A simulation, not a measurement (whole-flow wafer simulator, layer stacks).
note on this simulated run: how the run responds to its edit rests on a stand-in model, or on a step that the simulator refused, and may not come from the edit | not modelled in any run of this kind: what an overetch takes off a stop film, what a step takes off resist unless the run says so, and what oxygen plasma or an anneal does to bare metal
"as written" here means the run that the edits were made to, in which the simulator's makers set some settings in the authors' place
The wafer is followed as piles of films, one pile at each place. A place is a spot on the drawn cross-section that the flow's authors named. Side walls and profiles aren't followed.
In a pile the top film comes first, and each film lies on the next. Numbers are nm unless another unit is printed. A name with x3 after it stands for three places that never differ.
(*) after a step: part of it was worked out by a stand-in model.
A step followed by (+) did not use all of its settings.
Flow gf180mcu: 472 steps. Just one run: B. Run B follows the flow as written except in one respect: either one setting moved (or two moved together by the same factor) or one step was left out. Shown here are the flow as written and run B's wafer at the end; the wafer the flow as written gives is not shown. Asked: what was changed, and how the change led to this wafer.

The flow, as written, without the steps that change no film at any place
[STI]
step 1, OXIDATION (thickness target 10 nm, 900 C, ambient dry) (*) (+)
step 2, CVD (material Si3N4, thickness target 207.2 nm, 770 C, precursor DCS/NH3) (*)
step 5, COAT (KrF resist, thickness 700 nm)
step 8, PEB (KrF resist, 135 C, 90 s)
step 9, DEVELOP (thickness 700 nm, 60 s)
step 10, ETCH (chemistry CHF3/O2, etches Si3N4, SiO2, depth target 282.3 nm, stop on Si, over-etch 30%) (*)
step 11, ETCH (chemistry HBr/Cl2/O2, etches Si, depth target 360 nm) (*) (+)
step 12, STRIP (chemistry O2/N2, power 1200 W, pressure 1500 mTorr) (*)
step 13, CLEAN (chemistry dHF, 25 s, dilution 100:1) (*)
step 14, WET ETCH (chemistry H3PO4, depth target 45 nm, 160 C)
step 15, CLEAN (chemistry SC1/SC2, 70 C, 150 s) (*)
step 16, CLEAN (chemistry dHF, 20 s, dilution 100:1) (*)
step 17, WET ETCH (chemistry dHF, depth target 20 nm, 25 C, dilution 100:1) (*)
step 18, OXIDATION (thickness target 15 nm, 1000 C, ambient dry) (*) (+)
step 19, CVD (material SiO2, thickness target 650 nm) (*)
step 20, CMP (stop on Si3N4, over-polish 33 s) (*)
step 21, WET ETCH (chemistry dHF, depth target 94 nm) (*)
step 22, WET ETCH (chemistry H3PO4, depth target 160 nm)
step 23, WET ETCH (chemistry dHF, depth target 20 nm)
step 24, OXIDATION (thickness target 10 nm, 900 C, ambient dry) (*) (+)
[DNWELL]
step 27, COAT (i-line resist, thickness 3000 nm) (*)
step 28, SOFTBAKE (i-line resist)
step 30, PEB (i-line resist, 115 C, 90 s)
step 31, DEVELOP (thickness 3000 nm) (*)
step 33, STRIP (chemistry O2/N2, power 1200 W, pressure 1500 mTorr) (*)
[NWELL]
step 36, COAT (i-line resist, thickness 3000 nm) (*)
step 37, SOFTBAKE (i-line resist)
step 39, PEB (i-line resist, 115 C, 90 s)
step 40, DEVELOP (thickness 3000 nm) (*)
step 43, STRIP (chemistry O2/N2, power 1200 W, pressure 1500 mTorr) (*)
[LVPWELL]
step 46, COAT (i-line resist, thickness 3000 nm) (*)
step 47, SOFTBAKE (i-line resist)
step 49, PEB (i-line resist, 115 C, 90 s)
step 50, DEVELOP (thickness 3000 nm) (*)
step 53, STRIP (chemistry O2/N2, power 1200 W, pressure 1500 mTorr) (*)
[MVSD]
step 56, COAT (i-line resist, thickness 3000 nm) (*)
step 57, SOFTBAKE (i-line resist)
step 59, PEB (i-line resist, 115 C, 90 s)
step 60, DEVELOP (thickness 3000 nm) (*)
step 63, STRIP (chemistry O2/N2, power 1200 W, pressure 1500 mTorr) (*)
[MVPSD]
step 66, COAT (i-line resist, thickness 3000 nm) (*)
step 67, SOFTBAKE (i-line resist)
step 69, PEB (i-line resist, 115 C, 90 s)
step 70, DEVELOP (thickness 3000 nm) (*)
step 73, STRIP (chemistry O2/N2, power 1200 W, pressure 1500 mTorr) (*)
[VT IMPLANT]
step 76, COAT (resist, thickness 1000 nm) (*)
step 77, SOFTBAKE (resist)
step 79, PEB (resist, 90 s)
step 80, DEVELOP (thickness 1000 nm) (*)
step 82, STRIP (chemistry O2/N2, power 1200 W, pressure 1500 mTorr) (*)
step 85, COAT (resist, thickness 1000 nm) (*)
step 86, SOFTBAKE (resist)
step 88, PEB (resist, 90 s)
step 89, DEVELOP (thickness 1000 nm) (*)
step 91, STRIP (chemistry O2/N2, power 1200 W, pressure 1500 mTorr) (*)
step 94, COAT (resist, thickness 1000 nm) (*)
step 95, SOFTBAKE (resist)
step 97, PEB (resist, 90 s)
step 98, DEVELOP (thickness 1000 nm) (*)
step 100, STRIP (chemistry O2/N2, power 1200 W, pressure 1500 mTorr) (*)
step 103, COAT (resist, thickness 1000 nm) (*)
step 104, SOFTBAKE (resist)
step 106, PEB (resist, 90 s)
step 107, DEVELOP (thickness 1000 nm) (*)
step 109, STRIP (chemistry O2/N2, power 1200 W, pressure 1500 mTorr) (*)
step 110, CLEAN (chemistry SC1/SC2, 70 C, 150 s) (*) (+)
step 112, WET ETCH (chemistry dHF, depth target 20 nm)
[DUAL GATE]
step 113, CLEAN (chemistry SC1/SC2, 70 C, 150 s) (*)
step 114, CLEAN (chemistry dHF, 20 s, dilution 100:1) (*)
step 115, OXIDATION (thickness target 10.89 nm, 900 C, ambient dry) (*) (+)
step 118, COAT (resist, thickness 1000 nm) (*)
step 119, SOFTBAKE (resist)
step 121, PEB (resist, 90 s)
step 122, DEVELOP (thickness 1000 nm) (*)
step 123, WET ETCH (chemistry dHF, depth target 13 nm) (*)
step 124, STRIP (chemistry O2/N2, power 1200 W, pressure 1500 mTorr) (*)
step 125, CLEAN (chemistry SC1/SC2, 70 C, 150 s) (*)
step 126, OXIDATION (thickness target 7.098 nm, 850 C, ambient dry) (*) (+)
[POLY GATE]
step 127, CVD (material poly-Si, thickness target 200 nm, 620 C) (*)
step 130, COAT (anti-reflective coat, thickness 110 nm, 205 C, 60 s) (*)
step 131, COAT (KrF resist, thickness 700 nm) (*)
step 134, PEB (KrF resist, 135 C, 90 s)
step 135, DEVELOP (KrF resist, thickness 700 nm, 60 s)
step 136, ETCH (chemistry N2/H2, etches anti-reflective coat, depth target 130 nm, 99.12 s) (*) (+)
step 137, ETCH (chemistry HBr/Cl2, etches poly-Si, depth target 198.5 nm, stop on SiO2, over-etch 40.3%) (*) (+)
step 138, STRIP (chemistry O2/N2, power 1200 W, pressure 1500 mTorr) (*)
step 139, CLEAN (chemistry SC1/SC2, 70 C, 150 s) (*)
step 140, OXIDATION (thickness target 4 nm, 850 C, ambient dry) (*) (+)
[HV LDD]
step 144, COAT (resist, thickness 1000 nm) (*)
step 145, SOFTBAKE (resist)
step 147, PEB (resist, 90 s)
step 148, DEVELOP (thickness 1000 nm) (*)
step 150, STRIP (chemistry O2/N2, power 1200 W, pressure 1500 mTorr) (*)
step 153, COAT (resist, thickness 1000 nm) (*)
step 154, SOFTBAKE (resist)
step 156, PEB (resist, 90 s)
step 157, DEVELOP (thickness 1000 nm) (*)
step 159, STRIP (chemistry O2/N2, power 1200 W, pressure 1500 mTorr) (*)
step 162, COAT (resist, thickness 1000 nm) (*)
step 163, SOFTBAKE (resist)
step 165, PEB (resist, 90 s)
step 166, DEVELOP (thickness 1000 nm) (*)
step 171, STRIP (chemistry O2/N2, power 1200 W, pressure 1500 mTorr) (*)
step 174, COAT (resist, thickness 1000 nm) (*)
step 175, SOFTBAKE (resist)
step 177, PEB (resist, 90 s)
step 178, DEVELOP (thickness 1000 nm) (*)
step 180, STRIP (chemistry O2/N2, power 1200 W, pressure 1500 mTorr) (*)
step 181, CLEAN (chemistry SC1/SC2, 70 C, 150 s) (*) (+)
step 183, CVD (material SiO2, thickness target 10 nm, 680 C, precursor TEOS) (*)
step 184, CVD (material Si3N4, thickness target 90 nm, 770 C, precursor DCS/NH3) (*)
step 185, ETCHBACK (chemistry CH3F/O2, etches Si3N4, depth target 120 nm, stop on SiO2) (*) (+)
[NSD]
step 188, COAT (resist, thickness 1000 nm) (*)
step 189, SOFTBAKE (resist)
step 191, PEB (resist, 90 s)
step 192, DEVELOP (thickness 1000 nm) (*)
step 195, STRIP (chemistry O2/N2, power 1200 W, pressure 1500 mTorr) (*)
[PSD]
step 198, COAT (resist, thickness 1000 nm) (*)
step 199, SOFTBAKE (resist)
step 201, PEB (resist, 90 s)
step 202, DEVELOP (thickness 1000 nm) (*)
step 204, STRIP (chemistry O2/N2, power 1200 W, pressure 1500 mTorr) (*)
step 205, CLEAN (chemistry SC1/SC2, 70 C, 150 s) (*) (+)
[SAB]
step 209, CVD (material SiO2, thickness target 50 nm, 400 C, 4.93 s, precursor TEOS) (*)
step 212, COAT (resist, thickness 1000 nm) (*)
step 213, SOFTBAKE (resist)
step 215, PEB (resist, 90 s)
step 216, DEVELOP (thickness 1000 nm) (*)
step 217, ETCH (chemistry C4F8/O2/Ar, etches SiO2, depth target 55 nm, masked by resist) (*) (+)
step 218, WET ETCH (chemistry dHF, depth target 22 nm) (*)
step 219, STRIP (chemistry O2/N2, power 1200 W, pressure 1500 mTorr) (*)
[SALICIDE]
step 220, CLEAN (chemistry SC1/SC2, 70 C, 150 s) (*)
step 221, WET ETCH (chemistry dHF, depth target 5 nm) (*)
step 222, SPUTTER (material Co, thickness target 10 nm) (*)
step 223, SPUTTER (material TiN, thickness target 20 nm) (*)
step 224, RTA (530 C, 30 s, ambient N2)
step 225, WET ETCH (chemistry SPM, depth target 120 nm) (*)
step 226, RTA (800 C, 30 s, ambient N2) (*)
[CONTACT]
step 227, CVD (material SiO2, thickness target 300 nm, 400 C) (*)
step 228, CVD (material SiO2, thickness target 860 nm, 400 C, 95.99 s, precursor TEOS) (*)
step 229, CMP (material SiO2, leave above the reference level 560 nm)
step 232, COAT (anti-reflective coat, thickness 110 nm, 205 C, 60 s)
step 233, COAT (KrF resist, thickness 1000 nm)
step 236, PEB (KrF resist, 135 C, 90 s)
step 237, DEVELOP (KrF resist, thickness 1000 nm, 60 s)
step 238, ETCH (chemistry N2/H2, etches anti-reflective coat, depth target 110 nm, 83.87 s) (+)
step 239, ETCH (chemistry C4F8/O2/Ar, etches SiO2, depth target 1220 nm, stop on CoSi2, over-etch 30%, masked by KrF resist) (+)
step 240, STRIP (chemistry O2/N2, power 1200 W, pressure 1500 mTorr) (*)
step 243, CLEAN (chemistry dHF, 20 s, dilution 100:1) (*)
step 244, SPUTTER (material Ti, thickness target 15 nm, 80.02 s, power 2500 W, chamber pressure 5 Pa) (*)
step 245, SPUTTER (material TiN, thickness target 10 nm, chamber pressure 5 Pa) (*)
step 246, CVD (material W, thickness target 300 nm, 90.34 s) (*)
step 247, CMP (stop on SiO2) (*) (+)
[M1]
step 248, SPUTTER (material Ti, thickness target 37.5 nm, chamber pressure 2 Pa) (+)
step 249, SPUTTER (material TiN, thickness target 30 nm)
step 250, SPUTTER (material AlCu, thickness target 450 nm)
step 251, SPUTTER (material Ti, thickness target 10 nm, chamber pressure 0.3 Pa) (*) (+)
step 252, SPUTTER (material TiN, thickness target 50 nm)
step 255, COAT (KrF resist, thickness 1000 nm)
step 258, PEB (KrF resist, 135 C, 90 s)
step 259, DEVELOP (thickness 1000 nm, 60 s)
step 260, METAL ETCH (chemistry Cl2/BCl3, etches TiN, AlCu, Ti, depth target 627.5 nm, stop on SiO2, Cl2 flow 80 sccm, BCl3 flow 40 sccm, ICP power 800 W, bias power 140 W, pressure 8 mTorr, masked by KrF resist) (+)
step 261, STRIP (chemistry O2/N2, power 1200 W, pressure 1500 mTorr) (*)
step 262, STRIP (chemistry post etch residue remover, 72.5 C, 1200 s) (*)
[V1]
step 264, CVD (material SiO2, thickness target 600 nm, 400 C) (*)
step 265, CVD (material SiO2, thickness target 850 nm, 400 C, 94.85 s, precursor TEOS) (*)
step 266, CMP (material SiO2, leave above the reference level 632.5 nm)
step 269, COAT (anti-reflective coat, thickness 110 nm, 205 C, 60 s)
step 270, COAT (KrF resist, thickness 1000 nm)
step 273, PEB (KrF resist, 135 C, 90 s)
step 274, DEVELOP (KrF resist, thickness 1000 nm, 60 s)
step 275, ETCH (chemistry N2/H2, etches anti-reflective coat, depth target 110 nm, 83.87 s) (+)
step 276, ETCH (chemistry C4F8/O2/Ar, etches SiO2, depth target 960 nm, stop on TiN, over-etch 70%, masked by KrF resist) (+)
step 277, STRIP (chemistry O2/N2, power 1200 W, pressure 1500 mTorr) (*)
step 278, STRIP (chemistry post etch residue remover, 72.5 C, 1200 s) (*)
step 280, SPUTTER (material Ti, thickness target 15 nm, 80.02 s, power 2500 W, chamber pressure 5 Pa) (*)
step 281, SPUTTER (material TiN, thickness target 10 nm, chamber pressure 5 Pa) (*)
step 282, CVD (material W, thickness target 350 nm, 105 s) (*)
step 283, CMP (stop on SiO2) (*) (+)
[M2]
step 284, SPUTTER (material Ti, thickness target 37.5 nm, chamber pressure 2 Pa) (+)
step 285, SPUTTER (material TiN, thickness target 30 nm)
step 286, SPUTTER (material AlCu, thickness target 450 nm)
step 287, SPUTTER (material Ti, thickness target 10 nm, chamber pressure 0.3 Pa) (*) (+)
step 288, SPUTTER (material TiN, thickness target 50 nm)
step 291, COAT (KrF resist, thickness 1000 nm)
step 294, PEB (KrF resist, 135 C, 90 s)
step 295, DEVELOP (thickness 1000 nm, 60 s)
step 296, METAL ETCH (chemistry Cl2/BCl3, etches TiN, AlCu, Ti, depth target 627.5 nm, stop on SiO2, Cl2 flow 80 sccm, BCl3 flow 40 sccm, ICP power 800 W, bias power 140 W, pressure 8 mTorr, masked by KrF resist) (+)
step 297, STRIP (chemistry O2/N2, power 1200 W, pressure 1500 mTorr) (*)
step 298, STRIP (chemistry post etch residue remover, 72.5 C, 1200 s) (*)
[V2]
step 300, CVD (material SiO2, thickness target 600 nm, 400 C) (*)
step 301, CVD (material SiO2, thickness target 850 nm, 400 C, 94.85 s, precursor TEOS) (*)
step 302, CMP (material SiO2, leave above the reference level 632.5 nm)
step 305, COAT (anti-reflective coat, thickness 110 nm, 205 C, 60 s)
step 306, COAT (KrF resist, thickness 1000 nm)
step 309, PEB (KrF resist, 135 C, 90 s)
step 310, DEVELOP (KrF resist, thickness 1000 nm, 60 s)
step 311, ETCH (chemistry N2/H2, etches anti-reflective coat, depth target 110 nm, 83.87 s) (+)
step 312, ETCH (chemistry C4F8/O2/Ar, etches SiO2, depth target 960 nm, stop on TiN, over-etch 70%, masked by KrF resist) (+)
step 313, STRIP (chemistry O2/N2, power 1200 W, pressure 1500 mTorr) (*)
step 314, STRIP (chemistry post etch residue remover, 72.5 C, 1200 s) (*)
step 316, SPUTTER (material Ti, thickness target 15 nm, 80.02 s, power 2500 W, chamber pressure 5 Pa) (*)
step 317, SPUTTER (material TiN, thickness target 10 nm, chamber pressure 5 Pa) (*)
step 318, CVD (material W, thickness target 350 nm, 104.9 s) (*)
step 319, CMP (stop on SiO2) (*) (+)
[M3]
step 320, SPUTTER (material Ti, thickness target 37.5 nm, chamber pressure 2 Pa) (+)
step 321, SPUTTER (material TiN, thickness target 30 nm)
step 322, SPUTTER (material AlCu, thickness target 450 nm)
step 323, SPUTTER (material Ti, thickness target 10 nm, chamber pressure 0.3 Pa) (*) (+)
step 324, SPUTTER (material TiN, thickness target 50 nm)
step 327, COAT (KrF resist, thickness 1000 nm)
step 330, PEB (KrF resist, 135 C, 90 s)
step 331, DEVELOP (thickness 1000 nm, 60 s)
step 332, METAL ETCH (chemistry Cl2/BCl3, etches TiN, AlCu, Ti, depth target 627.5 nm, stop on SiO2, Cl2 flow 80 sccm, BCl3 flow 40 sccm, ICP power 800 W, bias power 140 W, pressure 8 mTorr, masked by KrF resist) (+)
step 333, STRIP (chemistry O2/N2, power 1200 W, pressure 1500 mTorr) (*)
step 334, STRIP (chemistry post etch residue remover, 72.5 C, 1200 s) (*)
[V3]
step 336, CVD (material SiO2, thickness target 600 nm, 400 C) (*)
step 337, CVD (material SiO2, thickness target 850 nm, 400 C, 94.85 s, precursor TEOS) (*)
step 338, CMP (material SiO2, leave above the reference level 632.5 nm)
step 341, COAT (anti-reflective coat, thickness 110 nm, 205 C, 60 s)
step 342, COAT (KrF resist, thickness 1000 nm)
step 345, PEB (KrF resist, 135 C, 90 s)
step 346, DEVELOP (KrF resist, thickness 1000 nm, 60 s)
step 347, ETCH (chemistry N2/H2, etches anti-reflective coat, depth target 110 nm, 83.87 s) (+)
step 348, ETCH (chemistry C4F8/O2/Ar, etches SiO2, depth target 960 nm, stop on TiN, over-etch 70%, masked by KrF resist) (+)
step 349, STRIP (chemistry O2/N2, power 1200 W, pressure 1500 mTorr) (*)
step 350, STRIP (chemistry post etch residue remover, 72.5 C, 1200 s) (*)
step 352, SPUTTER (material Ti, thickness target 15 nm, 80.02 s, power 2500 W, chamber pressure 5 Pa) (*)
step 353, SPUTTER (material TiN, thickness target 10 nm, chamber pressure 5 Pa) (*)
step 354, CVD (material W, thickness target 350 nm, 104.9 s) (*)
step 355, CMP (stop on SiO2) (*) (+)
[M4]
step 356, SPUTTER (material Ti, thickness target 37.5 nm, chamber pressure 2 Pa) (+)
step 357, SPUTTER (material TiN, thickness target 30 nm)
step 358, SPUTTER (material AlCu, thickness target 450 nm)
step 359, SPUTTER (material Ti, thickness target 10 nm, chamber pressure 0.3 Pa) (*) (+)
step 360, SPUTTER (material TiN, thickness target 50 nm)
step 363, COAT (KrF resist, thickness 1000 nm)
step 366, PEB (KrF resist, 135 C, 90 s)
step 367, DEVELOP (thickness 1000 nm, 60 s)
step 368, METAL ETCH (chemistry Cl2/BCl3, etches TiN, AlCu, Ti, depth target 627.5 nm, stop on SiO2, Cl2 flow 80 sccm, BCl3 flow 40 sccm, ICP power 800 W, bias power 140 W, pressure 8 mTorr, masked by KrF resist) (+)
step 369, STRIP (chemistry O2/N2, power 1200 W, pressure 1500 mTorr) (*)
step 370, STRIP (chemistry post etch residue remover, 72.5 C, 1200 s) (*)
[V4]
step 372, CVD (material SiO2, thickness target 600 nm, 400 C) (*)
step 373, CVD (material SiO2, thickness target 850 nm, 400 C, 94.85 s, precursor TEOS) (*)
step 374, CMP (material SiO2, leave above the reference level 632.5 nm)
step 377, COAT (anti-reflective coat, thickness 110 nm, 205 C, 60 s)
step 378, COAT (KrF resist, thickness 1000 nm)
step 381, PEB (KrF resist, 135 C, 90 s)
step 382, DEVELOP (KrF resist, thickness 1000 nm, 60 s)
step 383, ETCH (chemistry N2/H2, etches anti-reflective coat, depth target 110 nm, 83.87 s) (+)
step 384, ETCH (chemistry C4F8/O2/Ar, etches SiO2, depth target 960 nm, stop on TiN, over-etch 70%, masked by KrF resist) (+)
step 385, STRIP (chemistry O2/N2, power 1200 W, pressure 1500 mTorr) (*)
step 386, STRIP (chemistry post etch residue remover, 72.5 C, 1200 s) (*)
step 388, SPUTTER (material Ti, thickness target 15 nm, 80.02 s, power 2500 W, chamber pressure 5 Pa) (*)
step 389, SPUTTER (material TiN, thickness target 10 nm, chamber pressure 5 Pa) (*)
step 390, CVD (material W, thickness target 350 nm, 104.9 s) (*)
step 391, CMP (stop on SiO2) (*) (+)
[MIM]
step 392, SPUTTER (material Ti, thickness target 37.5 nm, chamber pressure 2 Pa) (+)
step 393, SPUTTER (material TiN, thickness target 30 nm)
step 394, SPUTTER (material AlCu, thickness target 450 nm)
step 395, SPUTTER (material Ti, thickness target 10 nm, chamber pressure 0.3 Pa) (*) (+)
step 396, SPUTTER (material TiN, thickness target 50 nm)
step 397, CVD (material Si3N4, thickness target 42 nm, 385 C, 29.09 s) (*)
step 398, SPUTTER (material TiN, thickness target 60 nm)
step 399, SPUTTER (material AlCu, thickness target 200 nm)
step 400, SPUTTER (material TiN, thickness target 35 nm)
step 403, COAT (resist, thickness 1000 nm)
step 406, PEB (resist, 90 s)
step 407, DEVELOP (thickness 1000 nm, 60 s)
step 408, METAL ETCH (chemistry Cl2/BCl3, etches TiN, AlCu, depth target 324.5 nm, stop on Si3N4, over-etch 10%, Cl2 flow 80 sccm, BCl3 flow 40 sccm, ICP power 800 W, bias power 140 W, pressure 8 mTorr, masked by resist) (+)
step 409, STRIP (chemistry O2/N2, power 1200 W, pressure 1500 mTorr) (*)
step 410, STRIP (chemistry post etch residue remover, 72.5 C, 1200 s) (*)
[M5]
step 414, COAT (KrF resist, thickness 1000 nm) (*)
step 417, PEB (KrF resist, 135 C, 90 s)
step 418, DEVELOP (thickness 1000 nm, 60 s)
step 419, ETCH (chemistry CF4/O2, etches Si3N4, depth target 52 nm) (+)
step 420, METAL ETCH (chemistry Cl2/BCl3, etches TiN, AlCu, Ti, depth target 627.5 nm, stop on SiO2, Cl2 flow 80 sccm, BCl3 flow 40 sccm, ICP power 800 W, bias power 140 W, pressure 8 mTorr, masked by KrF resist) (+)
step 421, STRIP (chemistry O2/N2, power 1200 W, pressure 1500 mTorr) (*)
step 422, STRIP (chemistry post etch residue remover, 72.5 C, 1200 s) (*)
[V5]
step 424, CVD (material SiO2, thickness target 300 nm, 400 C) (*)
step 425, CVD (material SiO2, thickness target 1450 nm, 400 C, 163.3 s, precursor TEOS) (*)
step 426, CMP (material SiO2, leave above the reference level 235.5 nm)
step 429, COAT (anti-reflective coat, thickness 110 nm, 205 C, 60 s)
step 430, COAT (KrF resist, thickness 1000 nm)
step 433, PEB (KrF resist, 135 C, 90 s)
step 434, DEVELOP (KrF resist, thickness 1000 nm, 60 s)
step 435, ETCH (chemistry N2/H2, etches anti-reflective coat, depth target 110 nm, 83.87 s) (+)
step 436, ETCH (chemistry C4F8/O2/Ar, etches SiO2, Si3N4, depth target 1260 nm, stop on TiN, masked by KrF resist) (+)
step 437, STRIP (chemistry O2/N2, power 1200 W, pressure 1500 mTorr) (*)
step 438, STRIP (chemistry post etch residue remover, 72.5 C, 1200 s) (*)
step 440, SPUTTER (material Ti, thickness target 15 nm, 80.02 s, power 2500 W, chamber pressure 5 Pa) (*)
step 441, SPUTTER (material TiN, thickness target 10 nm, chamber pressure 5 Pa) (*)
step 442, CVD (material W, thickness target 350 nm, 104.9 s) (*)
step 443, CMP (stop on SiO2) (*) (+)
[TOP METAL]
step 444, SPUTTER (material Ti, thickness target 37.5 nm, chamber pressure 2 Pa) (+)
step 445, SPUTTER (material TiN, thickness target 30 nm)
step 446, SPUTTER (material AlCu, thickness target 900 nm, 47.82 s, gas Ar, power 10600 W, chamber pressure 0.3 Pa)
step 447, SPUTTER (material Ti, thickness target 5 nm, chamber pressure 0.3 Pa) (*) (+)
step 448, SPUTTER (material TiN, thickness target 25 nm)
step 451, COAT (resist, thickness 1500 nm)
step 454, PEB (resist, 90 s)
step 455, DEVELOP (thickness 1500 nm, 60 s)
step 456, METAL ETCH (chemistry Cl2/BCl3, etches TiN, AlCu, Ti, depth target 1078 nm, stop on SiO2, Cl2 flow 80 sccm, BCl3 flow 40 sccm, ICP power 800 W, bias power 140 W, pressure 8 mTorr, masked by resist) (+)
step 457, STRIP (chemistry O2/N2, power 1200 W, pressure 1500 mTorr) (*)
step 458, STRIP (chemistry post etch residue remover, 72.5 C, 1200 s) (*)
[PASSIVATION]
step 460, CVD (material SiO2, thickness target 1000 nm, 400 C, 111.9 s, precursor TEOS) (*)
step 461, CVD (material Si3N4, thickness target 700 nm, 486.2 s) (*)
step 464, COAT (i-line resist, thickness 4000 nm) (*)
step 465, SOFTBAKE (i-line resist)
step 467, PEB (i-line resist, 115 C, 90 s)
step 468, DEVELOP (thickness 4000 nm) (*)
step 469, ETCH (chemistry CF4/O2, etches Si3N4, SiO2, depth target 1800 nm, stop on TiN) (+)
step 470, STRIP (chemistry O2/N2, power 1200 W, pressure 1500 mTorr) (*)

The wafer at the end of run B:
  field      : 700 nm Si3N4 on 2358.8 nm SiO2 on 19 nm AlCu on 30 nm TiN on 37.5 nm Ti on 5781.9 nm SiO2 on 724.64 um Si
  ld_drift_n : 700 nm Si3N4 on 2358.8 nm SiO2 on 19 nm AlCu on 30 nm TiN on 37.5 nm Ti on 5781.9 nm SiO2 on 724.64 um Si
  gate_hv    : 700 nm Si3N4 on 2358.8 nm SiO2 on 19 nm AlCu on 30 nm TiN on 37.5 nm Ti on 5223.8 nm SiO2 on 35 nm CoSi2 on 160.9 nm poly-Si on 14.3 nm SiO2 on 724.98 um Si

The reason: step 420, METAL ETCH: depth target 483.8 nm was run, though the flow has depth target 627.5 nm.

How this came from the change, step by step:
  step 420, METAL ETCH (chemistry Cl2/BCl3, etches TiN, AlCu, Ti, depth target 627.5 nm, stop on SiO2, Cl2 flow 80 sccm, BCl3 flow 40 sccm, ICP power 800 W, bias power 140 W, pressure 8 mTorr, masked by KrF resist) (+)
      field, field__w1, field__w2 and 101 more: TiN loses 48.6 (all of it), Ti loses 10 (all of it), AlCu loses 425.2 (as written it would have been: TiN loses 48.6 (all of it), Ti loses 10 (all of it), AlCu loses 450 (all of it), TiN loses 30 (all of it), Ti loses 37.5 (all of it))
      field__w4, field__w8, contact, m1, m1__w1, mim, mim_1p0, m1_nw: KrF resist loses 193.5 (as written it would have been: KrF resist loses 251)
  step 421, STRIP (chemistry O2/N2, power 1200 W, pressure 1500 mTorr) (*)
      field__w8, m1__w1: KrF resist loses 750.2 (all of it) (as written it would have been: KrF resist loses 692.7 (all of it))
      contact, m1: KrF resist loses 750.6 (all of it) (as written it would have been: KrF resist loses 693.2 (all of it))
      (also at 4 further places)
  step 422, STRIP (chemistry post etch residue remover, 72.5 C, 1200 s) (*)
      field, field__w1, field__w2 and 101 more: AlCu loses 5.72 (as written it would have been: nothing)
  step 424, CVD (material SiO2, thickness target 300 nm, 400 C) (*)
      field, field__w1, field__w2 and 101 more: SiO2 gains 300 (new film) (as written it would have been: SiO2 gains 300)
  step 426, CMP (material SiO2, leave above the reference level 235.5 nm)
      field, field__w1, field__w5 and 92 more: SiO2 loses 387.4 (as written it would have been: SiO2 loses 300.8)
      field__w2, field__w3, field__w12 and 6 more: SiO2 loses 363.2 (as written it would have been: SiO2 loses 272.7)
If metal films that touch count as one body, field has 1 body; the flow as written gives 0 bodies.
If metal films that touch count as one body, ld_drift_n has 1 body; the flow as written gives 0 bodies.
If metal films that touch count as one body, gate_hv has 2 bodies (between them, from the top down: SiO2 5223.8); the flow as written gives 1 body.
